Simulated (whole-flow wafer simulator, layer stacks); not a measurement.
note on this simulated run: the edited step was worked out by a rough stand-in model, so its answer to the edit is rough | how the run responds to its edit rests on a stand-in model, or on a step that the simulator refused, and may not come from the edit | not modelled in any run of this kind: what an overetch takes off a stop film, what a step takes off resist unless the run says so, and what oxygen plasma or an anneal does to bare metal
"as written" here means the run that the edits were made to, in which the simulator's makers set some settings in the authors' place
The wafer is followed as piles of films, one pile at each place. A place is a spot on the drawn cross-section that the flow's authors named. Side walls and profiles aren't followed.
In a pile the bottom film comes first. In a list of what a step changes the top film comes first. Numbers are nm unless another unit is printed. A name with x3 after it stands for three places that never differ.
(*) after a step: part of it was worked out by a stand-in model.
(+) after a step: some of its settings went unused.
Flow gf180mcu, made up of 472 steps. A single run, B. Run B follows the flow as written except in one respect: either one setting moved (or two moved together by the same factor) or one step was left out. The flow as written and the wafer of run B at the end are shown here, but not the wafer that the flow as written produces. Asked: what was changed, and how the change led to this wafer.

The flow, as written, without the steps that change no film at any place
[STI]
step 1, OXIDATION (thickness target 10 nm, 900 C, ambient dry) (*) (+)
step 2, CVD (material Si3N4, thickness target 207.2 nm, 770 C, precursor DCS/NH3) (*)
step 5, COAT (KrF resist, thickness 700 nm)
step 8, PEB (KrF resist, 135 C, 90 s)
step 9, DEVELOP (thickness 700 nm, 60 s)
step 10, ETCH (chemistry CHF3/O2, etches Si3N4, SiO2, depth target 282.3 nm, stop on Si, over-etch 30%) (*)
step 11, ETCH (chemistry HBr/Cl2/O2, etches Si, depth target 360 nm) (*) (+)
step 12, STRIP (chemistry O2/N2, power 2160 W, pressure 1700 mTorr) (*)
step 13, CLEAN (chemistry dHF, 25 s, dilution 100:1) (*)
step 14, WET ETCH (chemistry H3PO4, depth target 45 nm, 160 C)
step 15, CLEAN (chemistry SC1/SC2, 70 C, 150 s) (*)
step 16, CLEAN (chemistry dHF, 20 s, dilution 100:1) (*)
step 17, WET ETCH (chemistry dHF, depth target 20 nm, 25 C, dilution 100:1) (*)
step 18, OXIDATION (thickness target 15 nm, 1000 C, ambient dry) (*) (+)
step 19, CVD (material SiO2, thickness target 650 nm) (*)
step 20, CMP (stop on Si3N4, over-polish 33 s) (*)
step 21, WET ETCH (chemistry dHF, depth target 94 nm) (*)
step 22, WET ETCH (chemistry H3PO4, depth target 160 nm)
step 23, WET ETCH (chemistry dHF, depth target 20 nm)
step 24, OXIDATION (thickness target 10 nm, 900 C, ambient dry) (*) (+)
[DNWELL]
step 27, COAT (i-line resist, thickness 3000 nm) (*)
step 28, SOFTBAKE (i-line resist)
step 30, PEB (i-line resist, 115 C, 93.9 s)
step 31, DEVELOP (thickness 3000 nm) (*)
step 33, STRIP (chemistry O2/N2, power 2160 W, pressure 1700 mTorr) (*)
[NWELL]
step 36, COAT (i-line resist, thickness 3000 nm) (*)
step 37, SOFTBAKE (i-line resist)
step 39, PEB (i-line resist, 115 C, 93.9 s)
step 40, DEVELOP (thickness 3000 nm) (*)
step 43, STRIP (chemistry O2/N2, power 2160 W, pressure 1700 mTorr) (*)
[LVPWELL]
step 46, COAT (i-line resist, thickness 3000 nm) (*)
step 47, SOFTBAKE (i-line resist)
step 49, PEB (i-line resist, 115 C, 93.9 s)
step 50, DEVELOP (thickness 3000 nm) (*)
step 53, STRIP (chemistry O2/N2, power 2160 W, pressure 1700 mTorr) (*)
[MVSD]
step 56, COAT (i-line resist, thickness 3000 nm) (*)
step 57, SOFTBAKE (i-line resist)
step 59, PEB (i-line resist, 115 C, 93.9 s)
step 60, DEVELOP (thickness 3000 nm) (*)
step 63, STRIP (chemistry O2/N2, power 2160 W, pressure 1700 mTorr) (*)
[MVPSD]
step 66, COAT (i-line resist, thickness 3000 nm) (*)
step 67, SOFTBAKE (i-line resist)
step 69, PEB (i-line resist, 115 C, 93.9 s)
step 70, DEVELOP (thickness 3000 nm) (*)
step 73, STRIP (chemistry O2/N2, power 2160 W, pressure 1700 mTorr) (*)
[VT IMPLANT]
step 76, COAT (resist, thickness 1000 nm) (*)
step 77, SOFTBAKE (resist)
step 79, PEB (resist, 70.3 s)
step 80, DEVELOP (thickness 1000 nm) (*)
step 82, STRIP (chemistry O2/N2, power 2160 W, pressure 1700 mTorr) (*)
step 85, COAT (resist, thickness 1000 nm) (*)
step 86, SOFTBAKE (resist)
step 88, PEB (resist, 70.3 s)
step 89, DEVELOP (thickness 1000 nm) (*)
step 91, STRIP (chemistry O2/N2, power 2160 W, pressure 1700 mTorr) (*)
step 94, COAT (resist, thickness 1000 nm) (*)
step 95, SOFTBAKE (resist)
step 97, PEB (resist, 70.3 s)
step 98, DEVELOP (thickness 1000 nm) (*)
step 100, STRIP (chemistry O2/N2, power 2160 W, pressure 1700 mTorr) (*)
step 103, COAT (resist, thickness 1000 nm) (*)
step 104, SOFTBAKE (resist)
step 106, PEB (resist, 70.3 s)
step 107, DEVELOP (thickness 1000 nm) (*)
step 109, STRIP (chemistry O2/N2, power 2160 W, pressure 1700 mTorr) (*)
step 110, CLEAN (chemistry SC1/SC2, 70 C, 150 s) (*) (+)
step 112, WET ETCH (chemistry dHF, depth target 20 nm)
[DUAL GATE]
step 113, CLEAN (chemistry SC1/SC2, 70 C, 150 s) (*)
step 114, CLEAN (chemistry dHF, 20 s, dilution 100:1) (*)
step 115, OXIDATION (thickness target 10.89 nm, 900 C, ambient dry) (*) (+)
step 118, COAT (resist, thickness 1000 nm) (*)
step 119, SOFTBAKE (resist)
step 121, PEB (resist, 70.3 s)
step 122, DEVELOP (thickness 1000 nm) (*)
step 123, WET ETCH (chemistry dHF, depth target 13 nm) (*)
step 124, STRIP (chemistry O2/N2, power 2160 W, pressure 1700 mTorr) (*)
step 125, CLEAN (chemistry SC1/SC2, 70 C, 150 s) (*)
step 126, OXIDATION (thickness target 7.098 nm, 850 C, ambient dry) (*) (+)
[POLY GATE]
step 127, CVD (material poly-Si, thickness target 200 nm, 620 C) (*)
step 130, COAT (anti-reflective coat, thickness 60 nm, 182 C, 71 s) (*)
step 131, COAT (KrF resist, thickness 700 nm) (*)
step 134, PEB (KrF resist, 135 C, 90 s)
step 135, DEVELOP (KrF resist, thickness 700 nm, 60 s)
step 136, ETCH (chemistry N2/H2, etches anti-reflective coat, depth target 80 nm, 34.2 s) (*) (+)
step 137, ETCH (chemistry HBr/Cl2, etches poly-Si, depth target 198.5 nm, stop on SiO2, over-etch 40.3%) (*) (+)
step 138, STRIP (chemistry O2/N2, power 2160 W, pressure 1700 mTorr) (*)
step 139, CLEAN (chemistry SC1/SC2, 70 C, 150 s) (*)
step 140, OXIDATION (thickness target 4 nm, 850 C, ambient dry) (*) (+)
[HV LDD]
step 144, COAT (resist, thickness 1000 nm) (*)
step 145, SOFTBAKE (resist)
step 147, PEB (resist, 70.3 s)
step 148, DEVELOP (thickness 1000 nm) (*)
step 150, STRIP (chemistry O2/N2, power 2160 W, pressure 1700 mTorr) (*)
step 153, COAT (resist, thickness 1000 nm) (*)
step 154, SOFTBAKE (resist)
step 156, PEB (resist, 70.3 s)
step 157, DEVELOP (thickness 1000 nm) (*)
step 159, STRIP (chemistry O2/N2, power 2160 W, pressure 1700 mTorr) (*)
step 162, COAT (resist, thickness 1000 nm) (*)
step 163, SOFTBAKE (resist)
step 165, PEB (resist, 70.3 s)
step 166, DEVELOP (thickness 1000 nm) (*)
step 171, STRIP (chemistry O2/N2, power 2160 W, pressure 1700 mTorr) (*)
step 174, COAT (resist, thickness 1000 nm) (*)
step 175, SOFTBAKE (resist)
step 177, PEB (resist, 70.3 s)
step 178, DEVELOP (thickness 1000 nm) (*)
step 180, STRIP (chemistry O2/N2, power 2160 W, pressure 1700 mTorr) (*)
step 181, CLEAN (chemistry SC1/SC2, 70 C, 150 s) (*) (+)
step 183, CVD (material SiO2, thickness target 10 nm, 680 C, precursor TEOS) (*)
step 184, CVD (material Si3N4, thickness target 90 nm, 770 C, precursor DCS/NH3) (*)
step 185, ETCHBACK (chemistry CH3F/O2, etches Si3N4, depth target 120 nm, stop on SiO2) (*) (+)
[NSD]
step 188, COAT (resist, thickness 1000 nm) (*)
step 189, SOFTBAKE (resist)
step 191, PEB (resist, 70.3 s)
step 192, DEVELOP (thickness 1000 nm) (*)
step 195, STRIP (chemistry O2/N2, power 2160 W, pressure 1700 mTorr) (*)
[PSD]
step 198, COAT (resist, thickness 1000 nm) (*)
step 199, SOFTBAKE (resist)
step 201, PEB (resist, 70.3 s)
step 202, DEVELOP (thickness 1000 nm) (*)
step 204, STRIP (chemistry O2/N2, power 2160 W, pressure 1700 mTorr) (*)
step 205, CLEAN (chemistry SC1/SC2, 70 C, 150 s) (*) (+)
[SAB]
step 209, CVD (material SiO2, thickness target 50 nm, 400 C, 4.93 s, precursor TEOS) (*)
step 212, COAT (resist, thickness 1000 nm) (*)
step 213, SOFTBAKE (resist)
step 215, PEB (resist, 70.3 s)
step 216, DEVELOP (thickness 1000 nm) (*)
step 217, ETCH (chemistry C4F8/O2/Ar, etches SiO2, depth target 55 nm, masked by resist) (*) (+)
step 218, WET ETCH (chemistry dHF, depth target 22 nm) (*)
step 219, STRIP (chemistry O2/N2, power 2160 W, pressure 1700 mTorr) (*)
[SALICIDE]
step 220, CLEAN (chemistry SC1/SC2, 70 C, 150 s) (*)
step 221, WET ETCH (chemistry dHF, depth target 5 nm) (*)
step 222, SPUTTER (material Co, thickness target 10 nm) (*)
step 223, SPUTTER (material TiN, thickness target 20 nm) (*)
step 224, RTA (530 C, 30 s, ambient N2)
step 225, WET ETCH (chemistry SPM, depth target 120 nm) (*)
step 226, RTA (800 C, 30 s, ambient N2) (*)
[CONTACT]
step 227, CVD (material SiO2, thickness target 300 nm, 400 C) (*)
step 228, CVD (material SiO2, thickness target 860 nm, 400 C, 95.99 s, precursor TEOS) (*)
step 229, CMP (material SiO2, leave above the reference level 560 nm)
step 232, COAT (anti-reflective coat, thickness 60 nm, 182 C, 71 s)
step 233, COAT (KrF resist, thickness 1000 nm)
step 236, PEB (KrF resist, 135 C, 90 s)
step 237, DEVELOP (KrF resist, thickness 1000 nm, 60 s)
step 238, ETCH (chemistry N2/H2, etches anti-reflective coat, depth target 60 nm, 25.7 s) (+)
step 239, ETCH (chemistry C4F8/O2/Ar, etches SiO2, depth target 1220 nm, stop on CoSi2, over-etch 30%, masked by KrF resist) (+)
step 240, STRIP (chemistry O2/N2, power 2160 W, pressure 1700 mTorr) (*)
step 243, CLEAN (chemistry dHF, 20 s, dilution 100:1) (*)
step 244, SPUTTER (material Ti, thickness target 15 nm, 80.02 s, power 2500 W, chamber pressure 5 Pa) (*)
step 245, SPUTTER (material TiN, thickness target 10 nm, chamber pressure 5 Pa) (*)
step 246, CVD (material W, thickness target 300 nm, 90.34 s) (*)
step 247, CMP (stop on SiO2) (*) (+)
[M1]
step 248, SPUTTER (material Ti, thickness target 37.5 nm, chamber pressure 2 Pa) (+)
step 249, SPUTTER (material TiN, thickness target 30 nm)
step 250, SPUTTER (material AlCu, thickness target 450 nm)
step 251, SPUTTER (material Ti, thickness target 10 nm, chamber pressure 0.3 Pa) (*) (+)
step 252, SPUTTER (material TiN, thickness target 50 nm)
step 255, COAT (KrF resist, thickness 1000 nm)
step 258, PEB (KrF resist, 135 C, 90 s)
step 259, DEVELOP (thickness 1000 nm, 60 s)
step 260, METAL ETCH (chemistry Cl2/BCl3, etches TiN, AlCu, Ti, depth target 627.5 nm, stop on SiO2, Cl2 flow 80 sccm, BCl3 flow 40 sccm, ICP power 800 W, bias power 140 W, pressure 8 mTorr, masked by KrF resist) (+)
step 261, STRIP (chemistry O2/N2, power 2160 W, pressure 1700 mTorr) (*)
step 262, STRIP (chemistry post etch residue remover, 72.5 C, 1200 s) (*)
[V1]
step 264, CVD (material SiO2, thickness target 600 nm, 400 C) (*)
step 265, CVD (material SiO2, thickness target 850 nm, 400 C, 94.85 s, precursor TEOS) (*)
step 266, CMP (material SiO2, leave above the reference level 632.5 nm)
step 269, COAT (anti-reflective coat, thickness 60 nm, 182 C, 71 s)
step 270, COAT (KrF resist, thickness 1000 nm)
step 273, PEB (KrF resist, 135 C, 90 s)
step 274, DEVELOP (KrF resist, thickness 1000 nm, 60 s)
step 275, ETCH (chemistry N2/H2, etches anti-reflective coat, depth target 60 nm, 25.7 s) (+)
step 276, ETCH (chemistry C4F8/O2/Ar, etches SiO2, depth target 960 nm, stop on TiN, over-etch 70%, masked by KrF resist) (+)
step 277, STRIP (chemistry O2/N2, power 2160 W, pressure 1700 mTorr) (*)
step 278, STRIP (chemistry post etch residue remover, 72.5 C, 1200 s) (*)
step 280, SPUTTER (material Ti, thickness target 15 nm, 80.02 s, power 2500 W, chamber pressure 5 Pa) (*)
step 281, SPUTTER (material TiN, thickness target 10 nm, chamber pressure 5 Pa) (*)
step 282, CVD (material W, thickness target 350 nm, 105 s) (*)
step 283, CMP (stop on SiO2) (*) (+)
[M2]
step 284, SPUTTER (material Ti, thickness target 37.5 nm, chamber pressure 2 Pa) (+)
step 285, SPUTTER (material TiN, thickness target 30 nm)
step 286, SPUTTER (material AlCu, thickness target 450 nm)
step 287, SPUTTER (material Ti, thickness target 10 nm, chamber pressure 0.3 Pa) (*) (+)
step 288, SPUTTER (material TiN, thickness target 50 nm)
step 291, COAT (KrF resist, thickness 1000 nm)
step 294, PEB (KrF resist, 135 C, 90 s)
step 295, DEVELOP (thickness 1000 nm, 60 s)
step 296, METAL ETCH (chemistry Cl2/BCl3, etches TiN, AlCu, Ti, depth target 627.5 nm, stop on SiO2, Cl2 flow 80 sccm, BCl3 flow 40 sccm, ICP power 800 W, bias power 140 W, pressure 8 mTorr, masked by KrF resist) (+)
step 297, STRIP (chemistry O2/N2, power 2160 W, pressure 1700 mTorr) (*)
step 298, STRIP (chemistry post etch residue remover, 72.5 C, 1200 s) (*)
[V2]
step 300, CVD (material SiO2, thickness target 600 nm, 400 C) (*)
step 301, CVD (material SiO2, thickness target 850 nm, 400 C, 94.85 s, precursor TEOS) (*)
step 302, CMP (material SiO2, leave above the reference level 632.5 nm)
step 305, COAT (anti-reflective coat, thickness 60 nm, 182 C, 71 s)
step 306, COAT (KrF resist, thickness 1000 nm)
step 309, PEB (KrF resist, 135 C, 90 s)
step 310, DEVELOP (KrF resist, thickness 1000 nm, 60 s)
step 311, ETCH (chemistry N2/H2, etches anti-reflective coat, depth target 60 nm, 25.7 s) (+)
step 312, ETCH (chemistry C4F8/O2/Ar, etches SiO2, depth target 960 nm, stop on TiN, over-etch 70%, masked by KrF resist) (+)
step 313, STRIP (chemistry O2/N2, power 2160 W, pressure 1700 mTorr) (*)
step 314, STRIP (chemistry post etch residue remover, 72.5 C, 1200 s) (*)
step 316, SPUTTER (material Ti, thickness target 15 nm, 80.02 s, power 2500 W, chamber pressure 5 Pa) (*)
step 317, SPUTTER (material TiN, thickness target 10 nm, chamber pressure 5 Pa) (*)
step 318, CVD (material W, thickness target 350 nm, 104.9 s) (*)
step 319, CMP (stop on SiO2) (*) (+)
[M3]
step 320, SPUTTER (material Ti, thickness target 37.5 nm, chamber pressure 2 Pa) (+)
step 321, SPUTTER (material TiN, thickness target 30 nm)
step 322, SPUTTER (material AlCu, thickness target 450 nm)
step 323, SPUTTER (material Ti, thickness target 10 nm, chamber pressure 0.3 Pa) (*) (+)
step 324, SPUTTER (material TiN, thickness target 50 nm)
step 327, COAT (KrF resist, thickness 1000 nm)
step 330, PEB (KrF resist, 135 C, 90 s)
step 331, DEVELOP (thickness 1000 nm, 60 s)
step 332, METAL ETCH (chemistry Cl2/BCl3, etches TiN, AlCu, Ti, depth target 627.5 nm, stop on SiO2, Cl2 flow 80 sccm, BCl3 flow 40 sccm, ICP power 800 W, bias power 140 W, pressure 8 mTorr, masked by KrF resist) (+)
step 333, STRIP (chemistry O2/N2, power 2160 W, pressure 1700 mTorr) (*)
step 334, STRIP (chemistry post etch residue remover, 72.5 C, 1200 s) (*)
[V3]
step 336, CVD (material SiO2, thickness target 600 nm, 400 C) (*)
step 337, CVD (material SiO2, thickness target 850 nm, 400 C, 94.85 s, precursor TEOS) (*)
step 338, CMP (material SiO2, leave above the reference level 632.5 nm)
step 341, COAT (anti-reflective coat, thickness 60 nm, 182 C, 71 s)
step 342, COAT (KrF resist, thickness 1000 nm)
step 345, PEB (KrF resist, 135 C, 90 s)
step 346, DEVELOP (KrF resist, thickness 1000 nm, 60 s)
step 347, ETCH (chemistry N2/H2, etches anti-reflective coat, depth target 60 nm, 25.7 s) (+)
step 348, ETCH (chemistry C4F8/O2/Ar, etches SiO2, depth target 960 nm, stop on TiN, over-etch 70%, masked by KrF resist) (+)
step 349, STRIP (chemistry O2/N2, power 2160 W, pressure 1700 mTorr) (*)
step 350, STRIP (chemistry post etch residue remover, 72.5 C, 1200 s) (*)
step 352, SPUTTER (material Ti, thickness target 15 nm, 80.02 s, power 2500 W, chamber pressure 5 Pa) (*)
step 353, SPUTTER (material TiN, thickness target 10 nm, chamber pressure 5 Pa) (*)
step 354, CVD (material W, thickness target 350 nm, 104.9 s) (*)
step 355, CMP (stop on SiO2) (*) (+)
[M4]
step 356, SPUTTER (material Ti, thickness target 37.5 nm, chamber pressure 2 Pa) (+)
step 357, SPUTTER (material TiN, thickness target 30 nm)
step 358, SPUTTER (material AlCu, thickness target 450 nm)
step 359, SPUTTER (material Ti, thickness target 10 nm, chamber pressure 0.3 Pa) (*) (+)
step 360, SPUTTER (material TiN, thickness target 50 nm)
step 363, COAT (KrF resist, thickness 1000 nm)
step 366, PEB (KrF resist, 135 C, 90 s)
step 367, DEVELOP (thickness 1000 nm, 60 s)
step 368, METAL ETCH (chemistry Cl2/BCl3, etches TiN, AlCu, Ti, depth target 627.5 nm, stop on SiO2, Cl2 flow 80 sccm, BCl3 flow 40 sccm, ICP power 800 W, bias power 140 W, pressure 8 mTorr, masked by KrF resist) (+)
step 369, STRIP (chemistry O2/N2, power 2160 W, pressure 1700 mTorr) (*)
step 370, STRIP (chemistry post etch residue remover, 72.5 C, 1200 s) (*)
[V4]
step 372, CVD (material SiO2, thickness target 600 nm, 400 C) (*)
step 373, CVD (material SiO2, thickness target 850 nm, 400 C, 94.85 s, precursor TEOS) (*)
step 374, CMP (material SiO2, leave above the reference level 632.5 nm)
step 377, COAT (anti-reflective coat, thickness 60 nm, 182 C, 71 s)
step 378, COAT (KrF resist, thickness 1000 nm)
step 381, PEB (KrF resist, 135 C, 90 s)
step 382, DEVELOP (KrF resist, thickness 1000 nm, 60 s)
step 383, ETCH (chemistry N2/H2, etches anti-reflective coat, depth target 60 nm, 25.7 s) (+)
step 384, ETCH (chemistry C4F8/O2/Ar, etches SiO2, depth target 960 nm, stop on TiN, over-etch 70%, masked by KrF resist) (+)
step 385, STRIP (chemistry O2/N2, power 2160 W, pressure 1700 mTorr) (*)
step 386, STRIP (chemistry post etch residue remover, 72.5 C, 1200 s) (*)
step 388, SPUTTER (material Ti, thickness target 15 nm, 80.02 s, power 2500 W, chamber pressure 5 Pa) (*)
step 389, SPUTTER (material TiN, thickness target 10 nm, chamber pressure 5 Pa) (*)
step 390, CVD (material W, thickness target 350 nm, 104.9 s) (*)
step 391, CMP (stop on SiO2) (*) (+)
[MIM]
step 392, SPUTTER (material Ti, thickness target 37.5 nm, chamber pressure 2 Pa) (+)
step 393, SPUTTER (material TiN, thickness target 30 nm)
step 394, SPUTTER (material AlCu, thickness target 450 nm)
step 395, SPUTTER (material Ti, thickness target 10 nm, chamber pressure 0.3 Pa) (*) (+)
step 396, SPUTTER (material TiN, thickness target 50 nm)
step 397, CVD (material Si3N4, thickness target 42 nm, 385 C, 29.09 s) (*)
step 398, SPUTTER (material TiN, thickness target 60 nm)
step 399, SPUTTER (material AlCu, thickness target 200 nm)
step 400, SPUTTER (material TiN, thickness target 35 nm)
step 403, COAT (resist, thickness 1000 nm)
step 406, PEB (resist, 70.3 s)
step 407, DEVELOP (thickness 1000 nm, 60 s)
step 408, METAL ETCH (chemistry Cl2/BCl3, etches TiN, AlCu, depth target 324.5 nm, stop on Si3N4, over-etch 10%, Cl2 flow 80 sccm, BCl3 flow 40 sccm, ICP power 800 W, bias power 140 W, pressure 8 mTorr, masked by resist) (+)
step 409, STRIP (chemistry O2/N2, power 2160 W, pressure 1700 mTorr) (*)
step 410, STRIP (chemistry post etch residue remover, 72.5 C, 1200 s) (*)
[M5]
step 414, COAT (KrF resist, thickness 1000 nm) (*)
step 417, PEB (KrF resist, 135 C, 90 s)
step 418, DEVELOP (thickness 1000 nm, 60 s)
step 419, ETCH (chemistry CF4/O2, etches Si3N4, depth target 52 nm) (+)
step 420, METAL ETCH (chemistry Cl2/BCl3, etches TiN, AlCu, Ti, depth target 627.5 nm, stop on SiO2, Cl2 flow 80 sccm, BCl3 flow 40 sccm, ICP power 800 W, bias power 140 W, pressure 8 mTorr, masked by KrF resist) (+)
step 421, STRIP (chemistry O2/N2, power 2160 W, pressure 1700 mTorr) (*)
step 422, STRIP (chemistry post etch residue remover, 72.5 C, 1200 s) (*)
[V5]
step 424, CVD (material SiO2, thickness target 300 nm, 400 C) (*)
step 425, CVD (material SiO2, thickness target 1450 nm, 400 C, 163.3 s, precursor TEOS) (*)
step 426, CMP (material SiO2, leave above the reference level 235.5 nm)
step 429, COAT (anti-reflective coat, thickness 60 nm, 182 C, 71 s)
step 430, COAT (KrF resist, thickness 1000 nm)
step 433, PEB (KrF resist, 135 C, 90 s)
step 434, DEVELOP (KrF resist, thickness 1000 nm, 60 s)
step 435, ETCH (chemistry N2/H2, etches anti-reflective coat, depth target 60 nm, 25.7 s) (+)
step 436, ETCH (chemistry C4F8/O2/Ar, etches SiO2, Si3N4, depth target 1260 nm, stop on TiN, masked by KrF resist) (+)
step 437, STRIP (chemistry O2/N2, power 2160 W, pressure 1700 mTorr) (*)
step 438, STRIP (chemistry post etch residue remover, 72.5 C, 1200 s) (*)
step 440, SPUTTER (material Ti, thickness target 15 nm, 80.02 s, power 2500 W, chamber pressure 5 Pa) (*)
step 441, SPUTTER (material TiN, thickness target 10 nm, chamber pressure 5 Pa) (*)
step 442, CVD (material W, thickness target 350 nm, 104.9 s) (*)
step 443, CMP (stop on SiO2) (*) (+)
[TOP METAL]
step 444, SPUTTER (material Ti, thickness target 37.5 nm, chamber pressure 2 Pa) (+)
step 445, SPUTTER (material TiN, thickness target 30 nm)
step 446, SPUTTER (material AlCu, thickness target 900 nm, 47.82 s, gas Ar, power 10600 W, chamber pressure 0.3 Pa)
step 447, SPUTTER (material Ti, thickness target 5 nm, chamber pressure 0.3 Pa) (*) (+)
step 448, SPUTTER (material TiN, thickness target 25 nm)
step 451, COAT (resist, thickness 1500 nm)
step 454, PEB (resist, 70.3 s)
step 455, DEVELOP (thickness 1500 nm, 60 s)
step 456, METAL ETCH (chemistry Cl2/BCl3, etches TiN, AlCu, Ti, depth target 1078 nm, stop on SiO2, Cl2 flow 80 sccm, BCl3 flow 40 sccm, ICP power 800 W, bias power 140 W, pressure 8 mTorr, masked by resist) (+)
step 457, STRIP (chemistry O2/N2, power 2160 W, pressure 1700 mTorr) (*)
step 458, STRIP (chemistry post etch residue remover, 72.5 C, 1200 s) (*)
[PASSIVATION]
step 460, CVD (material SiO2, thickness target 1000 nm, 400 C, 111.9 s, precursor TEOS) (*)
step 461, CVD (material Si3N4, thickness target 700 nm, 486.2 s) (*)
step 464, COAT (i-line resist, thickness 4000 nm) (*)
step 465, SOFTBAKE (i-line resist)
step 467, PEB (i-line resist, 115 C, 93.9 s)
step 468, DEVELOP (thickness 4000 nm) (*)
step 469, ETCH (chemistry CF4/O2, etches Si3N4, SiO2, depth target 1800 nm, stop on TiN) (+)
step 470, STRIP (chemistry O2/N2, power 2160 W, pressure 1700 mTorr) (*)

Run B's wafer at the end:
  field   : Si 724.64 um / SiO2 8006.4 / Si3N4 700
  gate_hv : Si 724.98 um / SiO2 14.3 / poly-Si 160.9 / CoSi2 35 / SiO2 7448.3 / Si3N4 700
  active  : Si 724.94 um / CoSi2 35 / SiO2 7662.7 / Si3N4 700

What caused this: step 460, CVD: thickness target 775 nm was run, though the flow has thickness target 1000 nm; step 460, CVD: 86.76 s was run, where the flow has 111.9 s.

How this came from the change, step by step:
  step 460, CVD (material SiO2, thickness target 1000 nm, 400 C, 111.9 s, precursor TEOS) (*)
      field, field__w1, field__w2 and 103 more: SiO2 gains 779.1 (it would be, as written: SiO2 gains 1000)
      field__w8, contact, m1, m1__w1, pad, m1_nw: SiO2 gains 779.1 (new film) (it would be, as written: SiO2 gains 1000 (new film))
  step 465, SOFTBAKE (i-line resist)
      gate: i-line resist loses 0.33 (it would be, as written: i-line resist gains 1.79)
      ld_acc_p, ld_fp_p, ld_drift_p: i-line resist gains 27 (it would be, as written: i-line resist gains 33.8)
      (and at 57 other places as well)
  step 469, ETCH (chemistry CF4/O2, etches Si3N4, SiO2, depth target 1800 nm, stop on TiN) (+)
      pad: Si3N4 loses 700 (all of it), SiO2 loses 779.1 (all of it) (it would be, as written: Si3N4 loses 700 (all of it), SiO2 loses 1000 (all of it))
